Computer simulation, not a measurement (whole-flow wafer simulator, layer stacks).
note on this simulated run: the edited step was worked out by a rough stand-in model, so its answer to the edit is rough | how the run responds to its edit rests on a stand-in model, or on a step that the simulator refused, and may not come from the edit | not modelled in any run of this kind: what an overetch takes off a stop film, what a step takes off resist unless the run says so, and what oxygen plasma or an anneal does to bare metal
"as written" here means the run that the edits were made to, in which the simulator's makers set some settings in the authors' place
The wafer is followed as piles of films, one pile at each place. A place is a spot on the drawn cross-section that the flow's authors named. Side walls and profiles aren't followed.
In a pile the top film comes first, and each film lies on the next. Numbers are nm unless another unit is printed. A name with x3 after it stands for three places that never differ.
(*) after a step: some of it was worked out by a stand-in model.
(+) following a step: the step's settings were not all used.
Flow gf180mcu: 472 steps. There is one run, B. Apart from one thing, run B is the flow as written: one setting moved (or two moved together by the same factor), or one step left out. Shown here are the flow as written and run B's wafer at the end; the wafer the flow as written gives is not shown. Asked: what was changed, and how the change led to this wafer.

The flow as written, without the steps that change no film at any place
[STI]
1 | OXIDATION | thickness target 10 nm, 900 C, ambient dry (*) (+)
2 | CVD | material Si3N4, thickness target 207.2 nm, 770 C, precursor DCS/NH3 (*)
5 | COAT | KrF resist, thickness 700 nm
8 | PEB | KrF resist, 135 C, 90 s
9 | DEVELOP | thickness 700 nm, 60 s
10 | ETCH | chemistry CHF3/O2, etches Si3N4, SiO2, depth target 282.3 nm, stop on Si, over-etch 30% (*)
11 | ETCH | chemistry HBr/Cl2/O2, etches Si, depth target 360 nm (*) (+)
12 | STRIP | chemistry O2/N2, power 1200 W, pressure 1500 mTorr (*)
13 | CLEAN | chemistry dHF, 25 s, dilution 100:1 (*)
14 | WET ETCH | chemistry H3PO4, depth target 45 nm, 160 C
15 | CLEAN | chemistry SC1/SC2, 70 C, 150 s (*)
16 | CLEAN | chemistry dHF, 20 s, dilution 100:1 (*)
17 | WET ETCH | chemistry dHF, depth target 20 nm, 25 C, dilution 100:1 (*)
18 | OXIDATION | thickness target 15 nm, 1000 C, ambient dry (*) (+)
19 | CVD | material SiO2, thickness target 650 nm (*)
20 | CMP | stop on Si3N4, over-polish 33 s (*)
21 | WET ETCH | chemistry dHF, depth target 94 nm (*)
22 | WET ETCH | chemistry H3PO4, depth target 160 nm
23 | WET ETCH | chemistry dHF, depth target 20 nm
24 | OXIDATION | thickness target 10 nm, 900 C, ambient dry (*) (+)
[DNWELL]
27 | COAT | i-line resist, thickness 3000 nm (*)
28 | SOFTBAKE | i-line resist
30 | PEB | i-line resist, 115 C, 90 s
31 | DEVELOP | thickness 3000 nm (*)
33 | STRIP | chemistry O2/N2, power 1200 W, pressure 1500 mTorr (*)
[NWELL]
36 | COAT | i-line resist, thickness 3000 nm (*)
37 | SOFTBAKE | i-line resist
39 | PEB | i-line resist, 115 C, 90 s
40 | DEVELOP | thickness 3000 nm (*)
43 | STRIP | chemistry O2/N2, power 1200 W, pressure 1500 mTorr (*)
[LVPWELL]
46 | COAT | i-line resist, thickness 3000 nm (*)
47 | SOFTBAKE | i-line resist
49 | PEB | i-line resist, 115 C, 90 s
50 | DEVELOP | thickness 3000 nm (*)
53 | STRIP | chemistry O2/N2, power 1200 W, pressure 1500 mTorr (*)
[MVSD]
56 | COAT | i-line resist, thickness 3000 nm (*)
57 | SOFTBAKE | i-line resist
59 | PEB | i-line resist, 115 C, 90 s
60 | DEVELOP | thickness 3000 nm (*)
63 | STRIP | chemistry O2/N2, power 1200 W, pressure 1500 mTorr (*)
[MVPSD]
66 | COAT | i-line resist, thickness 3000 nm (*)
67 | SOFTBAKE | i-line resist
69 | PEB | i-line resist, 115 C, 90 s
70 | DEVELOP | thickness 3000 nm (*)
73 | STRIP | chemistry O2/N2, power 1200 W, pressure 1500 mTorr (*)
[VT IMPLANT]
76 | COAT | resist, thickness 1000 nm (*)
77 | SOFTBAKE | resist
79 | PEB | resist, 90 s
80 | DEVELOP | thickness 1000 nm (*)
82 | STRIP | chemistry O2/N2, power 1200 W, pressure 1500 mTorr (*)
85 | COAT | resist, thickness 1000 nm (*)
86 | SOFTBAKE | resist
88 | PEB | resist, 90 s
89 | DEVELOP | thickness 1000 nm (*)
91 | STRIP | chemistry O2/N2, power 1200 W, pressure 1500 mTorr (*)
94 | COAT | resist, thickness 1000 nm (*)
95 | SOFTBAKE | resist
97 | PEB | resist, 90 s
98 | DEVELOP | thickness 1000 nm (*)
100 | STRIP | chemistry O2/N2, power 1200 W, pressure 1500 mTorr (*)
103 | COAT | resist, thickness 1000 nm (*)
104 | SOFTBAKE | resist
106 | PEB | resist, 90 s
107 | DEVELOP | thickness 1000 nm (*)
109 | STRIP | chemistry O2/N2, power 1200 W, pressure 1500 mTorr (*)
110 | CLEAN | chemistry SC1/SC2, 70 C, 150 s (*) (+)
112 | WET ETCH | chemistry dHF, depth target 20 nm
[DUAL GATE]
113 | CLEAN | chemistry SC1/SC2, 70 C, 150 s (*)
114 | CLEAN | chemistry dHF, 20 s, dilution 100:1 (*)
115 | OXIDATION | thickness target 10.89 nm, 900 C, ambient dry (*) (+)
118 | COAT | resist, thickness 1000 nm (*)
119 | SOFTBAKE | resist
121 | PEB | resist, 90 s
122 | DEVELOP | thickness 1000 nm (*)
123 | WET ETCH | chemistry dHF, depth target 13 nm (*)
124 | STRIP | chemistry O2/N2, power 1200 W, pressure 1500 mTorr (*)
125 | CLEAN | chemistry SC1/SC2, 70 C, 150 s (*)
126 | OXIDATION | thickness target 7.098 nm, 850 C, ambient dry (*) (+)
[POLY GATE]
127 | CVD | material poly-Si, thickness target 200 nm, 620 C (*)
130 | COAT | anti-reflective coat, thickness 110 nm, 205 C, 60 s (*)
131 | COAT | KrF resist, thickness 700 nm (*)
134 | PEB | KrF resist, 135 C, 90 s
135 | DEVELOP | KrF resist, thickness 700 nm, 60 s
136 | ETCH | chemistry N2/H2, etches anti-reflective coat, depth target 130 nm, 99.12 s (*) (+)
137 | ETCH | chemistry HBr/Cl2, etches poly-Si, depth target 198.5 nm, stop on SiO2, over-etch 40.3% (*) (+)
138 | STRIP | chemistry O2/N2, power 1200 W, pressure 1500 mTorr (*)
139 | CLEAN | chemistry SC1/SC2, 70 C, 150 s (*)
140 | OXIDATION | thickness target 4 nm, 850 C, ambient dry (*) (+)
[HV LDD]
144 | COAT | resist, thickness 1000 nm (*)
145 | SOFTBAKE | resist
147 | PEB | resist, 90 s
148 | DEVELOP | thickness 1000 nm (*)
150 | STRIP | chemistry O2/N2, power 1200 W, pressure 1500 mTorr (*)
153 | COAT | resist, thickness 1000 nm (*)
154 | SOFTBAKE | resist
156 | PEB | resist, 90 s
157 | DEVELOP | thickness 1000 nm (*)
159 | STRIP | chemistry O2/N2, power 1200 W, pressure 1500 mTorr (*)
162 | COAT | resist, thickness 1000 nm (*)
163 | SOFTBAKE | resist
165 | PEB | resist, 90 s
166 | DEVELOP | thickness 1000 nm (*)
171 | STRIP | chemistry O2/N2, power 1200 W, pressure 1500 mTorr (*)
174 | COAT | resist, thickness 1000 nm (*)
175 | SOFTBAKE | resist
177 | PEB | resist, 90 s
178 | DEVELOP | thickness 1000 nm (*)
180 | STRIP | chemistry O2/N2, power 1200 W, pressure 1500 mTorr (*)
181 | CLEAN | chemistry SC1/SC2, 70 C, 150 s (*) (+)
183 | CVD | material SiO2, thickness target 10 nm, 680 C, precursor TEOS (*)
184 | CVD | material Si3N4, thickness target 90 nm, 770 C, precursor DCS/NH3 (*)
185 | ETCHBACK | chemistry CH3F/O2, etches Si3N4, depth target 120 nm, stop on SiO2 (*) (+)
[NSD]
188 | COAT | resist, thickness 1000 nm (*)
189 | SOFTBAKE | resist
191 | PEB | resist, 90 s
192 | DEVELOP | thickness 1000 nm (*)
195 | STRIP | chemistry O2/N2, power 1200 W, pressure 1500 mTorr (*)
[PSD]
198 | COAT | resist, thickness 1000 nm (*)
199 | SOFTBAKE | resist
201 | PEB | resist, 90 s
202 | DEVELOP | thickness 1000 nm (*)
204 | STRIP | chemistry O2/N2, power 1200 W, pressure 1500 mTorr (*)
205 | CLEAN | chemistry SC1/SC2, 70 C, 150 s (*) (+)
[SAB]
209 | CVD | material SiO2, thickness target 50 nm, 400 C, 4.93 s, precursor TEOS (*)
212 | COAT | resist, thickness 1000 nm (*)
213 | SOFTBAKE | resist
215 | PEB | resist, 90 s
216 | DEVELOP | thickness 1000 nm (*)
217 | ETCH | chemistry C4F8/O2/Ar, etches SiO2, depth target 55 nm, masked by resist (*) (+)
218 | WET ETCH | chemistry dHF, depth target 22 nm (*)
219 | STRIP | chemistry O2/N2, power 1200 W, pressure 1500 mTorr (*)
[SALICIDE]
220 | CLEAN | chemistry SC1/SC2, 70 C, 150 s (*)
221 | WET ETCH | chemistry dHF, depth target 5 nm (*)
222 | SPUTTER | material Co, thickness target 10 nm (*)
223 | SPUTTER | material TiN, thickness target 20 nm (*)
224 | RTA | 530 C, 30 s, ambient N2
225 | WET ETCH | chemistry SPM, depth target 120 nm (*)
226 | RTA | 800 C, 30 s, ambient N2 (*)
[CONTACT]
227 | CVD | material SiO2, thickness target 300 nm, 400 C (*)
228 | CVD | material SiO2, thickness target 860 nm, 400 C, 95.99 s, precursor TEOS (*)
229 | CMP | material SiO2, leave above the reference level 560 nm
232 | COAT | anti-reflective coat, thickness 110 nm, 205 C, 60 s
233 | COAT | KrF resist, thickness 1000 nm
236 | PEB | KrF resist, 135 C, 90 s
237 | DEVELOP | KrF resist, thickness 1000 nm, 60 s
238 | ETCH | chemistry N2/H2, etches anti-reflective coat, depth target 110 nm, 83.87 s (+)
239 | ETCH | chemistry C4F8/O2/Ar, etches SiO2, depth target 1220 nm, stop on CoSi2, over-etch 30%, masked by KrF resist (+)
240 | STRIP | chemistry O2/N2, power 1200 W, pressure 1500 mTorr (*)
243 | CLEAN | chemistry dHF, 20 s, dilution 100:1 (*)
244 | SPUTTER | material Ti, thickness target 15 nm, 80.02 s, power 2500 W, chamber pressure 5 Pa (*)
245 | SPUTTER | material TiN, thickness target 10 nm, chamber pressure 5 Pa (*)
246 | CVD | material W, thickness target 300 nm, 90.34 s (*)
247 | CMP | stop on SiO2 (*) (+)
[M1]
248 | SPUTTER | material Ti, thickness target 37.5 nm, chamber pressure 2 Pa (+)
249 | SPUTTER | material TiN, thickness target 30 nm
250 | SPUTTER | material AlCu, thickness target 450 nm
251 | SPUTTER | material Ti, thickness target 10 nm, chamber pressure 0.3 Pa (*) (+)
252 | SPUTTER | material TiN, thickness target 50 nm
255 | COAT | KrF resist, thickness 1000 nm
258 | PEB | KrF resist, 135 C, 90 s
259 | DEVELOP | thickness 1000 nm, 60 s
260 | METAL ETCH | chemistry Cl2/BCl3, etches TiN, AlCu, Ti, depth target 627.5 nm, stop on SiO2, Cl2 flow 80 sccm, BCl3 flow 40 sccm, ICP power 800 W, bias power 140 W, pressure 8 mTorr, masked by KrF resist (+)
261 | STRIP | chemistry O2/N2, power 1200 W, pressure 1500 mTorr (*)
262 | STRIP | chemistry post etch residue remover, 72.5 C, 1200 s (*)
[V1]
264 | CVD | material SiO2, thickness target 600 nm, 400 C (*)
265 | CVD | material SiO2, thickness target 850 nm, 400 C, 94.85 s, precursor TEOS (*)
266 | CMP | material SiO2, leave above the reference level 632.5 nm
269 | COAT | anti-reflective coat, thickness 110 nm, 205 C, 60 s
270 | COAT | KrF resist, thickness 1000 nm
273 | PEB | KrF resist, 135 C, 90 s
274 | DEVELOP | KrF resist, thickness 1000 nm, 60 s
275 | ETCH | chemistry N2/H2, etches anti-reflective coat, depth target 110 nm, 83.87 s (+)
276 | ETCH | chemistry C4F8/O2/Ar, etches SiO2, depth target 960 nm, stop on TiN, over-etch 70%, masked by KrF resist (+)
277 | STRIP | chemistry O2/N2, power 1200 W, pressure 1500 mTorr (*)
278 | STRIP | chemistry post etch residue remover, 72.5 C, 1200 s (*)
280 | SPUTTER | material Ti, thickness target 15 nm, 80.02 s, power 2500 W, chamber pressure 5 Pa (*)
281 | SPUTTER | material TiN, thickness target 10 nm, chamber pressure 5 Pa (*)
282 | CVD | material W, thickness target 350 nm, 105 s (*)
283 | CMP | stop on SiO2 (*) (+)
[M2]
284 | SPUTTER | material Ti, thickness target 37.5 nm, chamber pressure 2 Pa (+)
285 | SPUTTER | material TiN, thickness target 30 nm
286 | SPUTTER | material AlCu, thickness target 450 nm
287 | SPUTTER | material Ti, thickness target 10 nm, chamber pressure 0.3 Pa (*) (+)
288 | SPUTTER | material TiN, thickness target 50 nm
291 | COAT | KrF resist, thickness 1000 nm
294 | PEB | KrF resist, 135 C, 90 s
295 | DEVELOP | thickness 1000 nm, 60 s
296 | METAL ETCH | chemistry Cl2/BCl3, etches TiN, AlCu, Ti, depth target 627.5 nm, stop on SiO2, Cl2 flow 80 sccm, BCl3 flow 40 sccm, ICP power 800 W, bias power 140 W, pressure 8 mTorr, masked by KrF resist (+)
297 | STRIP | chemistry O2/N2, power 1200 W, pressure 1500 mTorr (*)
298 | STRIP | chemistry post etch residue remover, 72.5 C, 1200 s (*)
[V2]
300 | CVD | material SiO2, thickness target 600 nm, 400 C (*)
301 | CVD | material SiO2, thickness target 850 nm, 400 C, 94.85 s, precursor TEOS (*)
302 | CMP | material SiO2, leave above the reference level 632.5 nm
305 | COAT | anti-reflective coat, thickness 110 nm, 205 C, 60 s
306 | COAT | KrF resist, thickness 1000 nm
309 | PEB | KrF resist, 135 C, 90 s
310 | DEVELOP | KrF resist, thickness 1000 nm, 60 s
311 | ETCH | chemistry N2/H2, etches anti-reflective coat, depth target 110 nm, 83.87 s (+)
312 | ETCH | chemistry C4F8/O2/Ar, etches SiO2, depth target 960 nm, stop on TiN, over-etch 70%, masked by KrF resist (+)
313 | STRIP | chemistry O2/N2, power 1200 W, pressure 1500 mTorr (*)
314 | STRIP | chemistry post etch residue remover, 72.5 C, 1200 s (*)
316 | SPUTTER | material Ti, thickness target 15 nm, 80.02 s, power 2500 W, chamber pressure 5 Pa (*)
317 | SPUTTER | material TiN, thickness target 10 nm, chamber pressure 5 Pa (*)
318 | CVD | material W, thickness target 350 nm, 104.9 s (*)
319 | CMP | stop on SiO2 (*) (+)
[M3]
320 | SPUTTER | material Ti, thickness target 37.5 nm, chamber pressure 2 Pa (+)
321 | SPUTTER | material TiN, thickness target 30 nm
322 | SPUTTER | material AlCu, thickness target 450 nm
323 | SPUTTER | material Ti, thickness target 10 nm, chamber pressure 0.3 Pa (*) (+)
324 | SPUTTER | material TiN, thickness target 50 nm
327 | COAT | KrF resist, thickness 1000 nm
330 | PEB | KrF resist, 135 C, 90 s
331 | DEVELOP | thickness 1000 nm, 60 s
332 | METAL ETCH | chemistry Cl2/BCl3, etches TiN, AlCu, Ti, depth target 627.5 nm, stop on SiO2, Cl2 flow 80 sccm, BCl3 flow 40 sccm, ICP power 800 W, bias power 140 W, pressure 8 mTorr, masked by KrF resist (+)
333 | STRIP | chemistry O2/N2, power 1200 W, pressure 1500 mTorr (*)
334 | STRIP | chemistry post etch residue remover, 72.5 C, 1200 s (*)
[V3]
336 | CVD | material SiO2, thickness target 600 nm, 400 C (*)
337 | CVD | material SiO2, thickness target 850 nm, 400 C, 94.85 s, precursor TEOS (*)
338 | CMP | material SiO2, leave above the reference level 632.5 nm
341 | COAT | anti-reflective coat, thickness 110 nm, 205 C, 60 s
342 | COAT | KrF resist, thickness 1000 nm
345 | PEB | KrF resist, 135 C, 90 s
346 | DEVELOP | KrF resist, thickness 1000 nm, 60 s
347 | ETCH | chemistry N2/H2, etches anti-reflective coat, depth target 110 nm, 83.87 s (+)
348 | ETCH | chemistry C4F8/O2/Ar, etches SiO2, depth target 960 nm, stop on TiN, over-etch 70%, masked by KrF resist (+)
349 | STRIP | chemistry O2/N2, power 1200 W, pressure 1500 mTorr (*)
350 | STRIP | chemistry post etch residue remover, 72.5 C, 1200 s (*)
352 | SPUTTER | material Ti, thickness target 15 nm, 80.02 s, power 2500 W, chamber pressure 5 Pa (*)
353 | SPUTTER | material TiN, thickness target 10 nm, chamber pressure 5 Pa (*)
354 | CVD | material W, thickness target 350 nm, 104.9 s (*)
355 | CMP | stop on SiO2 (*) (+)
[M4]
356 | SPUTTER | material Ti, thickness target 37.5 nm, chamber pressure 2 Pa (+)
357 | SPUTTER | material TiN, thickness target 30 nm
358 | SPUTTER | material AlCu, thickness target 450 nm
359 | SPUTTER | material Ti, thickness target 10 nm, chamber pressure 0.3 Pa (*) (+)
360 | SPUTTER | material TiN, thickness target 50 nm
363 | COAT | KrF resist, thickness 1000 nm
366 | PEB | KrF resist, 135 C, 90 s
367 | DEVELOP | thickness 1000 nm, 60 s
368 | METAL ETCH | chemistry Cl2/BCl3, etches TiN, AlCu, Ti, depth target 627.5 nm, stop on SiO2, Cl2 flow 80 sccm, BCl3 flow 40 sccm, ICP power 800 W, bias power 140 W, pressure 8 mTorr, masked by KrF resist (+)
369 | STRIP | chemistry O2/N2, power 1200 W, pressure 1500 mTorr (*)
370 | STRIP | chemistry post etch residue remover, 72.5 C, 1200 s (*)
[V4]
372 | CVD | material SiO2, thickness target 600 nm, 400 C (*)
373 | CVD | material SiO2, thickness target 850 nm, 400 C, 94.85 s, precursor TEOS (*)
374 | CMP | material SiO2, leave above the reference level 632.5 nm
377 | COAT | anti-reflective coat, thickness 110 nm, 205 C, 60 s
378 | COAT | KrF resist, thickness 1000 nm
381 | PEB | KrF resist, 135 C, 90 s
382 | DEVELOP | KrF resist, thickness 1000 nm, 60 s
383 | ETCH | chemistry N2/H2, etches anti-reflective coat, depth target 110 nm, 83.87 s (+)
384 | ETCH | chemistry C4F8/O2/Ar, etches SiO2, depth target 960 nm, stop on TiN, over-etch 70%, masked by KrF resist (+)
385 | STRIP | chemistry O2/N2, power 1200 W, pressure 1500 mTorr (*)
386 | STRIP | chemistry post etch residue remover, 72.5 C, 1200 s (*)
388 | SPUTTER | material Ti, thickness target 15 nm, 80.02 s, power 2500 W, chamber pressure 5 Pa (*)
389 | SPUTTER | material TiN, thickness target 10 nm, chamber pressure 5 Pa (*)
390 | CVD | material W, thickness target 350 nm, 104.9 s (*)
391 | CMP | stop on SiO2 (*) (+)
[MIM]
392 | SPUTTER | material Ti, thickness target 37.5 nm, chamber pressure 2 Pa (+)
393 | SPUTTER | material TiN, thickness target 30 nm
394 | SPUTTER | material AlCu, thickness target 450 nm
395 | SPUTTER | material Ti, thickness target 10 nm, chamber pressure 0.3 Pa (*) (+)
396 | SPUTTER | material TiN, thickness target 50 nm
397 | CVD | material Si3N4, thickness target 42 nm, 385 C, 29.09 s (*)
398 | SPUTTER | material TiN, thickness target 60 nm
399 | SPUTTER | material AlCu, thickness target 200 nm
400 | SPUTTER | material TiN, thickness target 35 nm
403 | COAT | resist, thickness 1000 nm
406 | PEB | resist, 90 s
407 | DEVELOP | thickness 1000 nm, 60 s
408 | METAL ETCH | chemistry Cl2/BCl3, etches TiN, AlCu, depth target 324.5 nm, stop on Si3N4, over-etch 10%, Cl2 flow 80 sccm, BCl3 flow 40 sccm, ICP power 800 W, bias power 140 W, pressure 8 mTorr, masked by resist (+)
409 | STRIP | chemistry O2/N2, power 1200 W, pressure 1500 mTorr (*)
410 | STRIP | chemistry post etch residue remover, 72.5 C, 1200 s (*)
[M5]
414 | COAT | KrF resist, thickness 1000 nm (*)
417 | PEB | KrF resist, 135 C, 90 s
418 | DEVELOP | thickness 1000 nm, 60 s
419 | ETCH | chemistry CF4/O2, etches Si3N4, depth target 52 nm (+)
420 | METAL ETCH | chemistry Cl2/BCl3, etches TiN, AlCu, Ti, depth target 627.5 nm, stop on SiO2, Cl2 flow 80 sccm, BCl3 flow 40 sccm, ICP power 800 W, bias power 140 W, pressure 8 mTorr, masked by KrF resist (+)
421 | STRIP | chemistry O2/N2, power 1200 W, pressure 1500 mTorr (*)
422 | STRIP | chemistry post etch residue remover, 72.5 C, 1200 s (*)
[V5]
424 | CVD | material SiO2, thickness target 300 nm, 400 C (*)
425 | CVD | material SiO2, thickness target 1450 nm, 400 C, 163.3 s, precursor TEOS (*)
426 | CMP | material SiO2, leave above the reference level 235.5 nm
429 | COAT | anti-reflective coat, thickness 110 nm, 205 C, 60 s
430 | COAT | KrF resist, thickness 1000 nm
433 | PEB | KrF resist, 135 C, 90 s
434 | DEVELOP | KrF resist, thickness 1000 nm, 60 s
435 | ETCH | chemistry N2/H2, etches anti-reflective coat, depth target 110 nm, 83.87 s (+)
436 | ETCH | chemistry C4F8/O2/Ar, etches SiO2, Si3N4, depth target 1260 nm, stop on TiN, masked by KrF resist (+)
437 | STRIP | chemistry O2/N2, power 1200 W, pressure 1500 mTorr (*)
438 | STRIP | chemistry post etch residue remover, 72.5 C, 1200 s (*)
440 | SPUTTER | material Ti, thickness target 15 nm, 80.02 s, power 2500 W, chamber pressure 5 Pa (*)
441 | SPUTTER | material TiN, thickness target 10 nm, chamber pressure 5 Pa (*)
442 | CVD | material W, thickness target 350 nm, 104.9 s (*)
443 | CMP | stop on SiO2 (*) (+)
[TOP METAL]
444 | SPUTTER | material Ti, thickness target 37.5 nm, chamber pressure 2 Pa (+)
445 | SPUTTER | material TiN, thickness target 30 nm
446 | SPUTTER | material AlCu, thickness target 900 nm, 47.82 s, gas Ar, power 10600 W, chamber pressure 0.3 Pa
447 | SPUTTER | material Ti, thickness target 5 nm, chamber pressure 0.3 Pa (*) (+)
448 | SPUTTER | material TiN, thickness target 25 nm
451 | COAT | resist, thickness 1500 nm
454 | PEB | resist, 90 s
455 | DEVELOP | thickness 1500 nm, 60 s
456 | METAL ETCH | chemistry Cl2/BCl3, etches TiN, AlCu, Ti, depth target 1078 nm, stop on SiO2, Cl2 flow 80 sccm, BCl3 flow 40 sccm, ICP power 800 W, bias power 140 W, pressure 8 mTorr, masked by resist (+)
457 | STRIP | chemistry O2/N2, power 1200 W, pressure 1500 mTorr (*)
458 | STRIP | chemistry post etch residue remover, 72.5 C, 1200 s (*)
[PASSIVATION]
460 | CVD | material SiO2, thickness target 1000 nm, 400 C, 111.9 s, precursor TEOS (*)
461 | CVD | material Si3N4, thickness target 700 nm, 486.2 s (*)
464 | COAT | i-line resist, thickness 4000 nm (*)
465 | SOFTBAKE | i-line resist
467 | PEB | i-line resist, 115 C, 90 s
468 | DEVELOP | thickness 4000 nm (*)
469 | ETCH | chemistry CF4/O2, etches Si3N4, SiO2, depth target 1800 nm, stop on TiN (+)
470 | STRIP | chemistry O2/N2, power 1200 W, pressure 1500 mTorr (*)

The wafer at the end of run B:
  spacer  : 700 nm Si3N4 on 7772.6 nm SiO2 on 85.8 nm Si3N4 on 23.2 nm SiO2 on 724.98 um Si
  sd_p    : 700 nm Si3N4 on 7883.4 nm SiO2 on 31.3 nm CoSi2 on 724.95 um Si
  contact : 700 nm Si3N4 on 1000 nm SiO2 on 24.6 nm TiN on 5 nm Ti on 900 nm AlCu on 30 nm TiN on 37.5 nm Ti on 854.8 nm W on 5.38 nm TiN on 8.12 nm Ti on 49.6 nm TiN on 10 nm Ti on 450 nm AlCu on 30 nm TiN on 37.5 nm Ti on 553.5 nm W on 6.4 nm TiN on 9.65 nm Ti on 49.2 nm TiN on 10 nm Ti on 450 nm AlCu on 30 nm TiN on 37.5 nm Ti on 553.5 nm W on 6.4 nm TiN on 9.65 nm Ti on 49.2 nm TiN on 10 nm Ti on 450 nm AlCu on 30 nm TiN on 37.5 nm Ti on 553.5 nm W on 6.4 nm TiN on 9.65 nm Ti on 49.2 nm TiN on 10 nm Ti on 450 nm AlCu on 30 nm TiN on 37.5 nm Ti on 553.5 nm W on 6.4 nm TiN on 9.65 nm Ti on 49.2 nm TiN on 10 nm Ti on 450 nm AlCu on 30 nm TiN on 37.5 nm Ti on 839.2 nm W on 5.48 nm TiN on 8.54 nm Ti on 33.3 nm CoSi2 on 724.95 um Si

Cause: step 183, CVD: thickness target 16 nm was run, whereas the flow has thickness target 10 nm.

The path from the change to this, step by step:
  183 | CVD | material SiO2, thickness target 10 nm, 680 C, precursor TEOS (*)
      field, field__w1, field__w2 and 99 more: +16 SiO2 (it would be, as written: +10 SiO2)
      ld_drift_p: +15.8 SiO2 (it would be, as written: +9.87 SiO2)
      (as well as at 1 more place)
  189 | SOFTBAKE | resist
      field__w9: -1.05 resist (it would be, as written: +1.85 resist)
  199 | SOFTBAKE | resist
      field__w9: -1.05 resist (it would be, as written: +1.85 resist)
  218 | WET ETCH | chemistry dHF, depth target 22 nm (*)
      gate, gate_hv, gate_p and 23 more: -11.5 SiO2 (all of it) (it would be, as written: -5.48 SiO2 (all of it))
      field, field__w10, sti and 14 more: -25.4 SiO2 (it would be, as written: -24.5 SiO2)
      (as well as at 56 more places)
  229 | CMP | material SiO2, leave above the reference level 560 nm
      field_sub, field_sub__w2: -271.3 SiO2 (it would be, as written: -265.7 SiO2)
      field__w2: -256.4 SiO2 (it would be, as written: -250.1 SiO2)
      (as well as at 6 more places)
